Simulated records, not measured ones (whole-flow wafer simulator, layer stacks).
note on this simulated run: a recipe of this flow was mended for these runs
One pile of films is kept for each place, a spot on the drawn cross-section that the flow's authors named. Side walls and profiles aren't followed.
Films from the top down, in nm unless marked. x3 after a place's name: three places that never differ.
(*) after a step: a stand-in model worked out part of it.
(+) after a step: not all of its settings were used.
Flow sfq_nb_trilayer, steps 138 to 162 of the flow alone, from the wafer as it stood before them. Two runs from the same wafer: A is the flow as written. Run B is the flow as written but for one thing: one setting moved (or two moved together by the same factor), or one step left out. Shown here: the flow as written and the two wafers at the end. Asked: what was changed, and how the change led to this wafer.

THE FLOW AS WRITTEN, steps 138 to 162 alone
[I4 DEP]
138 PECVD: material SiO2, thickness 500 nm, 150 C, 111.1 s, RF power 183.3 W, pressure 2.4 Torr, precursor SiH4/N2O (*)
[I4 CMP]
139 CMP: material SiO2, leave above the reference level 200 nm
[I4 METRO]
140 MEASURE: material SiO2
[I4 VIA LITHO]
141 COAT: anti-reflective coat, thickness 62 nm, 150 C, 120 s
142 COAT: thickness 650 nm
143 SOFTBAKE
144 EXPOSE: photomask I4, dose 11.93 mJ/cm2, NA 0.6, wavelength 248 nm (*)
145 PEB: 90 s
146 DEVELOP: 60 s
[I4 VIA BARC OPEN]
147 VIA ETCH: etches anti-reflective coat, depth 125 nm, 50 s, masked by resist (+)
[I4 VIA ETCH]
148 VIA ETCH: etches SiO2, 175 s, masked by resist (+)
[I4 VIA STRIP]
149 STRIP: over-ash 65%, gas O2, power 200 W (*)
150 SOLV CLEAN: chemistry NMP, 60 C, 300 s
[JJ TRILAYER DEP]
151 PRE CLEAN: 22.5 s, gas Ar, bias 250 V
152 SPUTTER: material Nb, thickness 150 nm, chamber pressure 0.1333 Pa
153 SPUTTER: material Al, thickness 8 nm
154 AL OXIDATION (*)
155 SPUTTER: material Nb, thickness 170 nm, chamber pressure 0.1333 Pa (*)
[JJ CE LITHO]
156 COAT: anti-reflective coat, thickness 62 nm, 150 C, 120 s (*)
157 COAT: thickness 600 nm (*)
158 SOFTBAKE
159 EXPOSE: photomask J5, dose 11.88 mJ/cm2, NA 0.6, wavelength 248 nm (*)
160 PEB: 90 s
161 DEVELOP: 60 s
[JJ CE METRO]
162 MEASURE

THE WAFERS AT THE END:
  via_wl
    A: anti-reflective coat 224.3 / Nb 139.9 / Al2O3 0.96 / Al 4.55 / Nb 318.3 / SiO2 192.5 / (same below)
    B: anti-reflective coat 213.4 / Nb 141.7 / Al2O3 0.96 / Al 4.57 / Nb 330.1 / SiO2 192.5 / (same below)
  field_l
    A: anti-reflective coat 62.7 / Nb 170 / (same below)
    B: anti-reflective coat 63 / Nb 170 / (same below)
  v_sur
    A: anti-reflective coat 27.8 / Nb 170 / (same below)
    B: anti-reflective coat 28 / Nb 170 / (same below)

The cause: step 148, VIA ETCH: 130 s was run, where the flow has 175 s.

How the change led to this, step by step:
  148 VIA ETCH: etches SiO2, 175 s, masked by resist (+)
      via_wl, via_w, via_wr: A SiO2 -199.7 (all of it), Nb -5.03 | B SiO2 -193.1
      field_l, v_sur, via_sp and 100 more: A KrF-resist-other-grade -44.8 | B KrF-resist-other-grade -33.3
  149 STRIP: over-ash 65%, gas O2, power 200 W (*)
      field_l, v_sur, via_sp and 100 more: A KrF-resist-other-grade -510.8 (all of it), anti-reflective coat -62 (all of it) | B KrF-resist-other-grade -522.4 (all of it), anti-reflective coat -62 (all of it)
  151 PRE CLEAN: 22.5 s, gas Ar, bias 250 V
      via_wl, via_w, via_wr: A Nb -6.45 | B SiO2 -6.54 (all of it), Nb -0.93
  156 COAT: anti-reflective coat, thickness 62 nm, 150 C, 120 s (*)
      via_wl, via_wr: A anti-reflective coat +224.3 (new film) | B anti-reflective coat +213.4 (new film)
